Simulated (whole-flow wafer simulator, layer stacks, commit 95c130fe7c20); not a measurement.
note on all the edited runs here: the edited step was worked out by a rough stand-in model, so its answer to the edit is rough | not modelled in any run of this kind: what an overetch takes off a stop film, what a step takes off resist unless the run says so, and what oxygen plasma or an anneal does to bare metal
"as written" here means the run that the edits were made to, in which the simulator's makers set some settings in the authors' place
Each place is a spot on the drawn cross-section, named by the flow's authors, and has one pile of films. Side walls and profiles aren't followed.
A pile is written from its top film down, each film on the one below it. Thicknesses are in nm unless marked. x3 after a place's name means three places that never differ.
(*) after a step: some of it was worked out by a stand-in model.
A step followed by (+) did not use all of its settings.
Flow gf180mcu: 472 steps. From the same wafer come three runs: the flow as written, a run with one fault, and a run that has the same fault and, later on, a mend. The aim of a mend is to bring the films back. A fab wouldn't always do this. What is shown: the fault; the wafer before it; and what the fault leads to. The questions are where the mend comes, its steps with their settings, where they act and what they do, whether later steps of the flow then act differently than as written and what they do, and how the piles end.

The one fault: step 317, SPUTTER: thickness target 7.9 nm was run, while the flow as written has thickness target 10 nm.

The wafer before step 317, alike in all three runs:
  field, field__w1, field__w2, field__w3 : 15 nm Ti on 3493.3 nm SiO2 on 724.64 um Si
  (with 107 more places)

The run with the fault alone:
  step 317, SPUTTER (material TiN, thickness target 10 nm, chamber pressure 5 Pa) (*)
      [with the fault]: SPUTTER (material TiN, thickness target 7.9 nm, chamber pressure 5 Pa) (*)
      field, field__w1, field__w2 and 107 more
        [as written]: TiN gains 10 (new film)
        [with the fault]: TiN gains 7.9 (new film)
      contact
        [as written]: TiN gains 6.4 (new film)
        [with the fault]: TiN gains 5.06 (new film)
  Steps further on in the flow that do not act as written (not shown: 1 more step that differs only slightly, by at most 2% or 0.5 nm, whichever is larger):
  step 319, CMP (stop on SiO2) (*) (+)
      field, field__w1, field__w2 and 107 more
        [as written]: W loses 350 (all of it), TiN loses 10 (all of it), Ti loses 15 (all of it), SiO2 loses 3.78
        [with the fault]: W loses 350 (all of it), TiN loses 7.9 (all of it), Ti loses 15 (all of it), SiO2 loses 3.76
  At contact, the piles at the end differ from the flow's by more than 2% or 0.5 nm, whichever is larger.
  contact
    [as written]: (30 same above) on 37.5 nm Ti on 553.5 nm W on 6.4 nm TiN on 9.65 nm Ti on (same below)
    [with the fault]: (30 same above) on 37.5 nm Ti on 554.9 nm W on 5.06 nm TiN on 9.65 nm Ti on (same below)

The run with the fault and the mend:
  After step 317 comes the mend.
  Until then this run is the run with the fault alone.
  step 317a, SPUTTER (material TiN, thickness target 2.1 nm, chamber pressure 5 Pa) (*) (the flow's step 317, run once more with other settings)
      field, field__w1, field__w2 and 107 more
        TiN gains 2.1
      contact
        TiN gains 1.34
  None of the later steps of the flow acts differently than as written at any place that is followed.
  The piles end the same as the flow's at every place that both follow.
